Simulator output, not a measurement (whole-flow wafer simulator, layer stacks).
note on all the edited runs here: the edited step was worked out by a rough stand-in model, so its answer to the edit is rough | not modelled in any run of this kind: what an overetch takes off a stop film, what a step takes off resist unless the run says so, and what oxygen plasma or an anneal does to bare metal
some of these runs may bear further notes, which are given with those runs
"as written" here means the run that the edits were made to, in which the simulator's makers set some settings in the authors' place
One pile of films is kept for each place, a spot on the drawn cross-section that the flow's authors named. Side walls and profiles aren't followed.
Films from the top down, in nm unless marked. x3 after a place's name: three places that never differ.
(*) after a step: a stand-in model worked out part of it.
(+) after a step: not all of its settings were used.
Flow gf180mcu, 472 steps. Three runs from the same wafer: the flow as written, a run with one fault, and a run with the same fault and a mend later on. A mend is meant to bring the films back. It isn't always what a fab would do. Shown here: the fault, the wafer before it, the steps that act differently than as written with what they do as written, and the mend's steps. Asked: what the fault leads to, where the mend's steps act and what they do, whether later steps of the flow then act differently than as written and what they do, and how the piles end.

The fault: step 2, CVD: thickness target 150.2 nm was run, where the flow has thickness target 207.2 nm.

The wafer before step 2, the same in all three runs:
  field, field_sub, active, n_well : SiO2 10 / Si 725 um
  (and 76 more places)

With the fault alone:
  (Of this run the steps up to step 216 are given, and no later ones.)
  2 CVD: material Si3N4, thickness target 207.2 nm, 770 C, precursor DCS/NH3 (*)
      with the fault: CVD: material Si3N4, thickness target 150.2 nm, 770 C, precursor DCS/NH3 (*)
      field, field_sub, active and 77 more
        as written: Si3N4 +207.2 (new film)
        with the fault: Si3N4 +150.2 (new film)
  Later steps of the flow that act differently than as written (30 more steps differ only slightly, by at most 2% or 0.5 nm, whichever is larger, and aren't shown):
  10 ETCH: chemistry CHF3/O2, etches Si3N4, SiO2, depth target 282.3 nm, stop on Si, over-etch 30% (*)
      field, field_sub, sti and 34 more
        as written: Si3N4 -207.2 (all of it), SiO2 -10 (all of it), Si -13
        with the fault: Si3N4 -150.2 (all of it), SiO2 -10 (all of it), Si -24.4
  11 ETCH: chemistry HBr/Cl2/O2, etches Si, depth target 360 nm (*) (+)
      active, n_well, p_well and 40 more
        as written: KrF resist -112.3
        with the fault: KrF resist -108.5
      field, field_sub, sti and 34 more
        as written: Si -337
        with the fault: Si -325.6
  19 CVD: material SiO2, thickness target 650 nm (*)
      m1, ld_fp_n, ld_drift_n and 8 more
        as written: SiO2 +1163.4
        with the fault: SiO2 +1106.4
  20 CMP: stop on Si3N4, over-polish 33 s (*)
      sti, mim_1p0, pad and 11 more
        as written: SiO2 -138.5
        with the fault: SiO2 -195.4
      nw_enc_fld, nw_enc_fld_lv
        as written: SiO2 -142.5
        with the fault: SiO2 -199.5
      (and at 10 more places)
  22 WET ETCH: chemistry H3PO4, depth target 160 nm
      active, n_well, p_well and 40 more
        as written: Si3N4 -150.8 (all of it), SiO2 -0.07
        with the fault: Si3N4 -93.8 (all of it), SiO2 -0.52
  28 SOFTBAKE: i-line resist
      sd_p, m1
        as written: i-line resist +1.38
        with the fault: i-line resist -0.78
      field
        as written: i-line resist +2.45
        with the fault: i-line resist -1.64
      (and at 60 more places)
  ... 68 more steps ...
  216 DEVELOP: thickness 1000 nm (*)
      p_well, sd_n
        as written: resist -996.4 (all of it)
        with the fault: resist -940.4 (all of it)
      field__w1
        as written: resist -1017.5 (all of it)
        with the fault: resist -1044.1 (all of it)
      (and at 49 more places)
  After step 216 the piles differ from the flow's by more than 2% or 0.5 nm, whichever is larger, at field, field__w1, field__w2 and 68 more.
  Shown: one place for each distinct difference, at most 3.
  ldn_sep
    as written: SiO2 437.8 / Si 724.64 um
    with the fault: SiO2 381.2 / Si 724.64 um
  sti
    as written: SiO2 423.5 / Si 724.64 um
    with the fault: SiO2 367 / Si 724.64 um
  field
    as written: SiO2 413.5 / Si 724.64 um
    with the fault: SiO2 357 / Si 724.64 um

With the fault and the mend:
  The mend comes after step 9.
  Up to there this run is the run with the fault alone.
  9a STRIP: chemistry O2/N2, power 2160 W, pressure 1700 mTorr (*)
      active, n_well, p_well and 40 more
        KrF resist -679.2 (all of it)
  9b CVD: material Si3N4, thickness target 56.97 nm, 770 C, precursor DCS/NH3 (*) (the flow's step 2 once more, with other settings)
      field, field_sub, active and 77 more
        Si3N4 +57
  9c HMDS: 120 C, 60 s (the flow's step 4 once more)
      changes no film at any place that is followed
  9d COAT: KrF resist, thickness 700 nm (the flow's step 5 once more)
      field, field_sub, active and 77 more
        KrF resist +700 (new film)
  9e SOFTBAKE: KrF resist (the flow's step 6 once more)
      changes no film at any place that is followed
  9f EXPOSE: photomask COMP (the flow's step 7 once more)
      changes no film at any place that is followed
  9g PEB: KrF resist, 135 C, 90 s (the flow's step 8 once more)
      field, field_sub, active and 77 more
        KrF resist -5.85
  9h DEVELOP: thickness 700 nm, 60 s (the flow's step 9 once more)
      active, n_well, p_well and 40 more
        KrF resist -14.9
      field, field_sub, sti and 34 more
        KrF resist -694.2 (all of it)
  No later step of the flow acts differently than as written, at any place that is followed, by more than 2% or 0.5 nm, whichever is larger.
  At the end the piles are the same as the flow's at every place that both follow.
